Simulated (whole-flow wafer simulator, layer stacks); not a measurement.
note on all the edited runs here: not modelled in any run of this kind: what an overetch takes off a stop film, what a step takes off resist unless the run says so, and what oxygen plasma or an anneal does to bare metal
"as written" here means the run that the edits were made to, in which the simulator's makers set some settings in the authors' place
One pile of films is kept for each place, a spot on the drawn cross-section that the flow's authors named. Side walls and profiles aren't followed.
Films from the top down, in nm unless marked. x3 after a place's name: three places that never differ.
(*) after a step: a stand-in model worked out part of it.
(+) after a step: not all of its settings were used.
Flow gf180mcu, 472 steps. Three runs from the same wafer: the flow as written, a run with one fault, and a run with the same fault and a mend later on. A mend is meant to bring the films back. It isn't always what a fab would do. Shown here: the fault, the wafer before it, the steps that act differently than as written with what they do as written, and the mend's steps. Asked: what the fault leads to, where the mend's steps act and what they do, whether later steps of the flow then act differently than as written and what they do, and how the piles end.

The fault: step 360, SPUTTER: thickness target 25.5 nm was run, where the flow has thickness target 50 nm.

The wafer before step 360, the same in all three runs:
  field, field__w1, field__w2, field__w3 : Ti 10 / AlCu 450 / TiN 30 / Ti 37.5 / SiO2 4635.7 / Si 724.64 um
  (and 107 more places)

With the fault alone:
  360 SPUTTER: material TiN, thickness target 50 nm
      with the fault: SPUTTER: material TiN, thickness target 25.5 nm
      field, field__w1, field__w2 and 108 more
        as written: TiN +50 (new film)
        with the fault: TiN +25.5 (new film)
  Later steps of the flow that act differently than as written (2 more steps differ only slightly, by at most 2% or 0.5 nm, whichever is larger, and aren't shown):
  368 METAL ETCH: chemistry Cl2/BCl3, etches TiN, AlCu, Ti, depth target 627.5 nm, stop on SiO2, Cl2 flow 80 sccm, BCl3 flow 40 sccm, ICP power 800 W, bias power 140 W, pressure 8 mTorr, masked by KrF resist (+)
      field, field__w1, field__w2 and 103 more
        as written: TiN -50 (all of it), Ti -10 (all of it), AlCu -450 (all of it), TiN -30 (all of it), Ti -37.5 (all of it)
        with the fault: TiN -25.5 (all of it), Ti -10 (all of it), AlCu -450 (all of it), TiN -30 (all of it), Ti -37.5 (all of it)
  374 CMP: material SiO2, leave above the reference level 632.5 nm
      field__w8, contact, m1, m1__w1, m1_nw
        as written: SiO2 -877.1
        with the fault: SiO2 -852.6
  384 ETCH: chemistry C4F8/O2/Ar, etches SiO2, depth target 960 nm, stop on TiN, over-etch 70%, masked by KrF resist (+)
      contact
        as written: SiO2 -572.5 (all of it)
        with the fault: SiO2 -597 (all of it)
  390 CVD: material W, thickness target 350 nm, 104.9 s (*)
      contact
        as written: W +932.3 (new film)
        with the fault: W +957 (new film)
  At the end the piles differ from the flow's by more than 2% or 0.5 nm, whichever is larger, at field__w8, contact, m1, m1__w1, m1_nw.
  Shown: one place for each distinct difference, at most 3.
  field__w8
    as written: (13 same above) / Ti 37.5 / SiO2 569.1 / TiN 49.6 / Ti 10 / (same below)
    with the fault: (13 same above) / Ti 37.5 / SiO2 593.6 / TiN 25.1 / Ti 10 / (same below)
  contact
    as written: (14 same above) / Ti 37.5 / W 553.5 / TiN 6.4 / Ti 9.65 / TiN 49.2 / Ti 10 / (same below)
    with the fault: (14 same above) / Ti 37.5 / W 578.2 / TiN 6.31 / Ti 9.52 / TiN 24.7 / Ti 10 / (same below)

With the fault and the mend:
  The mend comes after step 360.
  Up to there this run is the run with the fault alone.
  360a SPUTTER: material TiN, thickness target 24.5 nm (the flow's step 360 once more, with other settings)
      field, field__w1, field__w2 and 108 more
        TiN +24.5
  No later step of the flow acts differently than as written at any place that is followed.
  At the end the piles are the same as the flow's at every place that both follow.
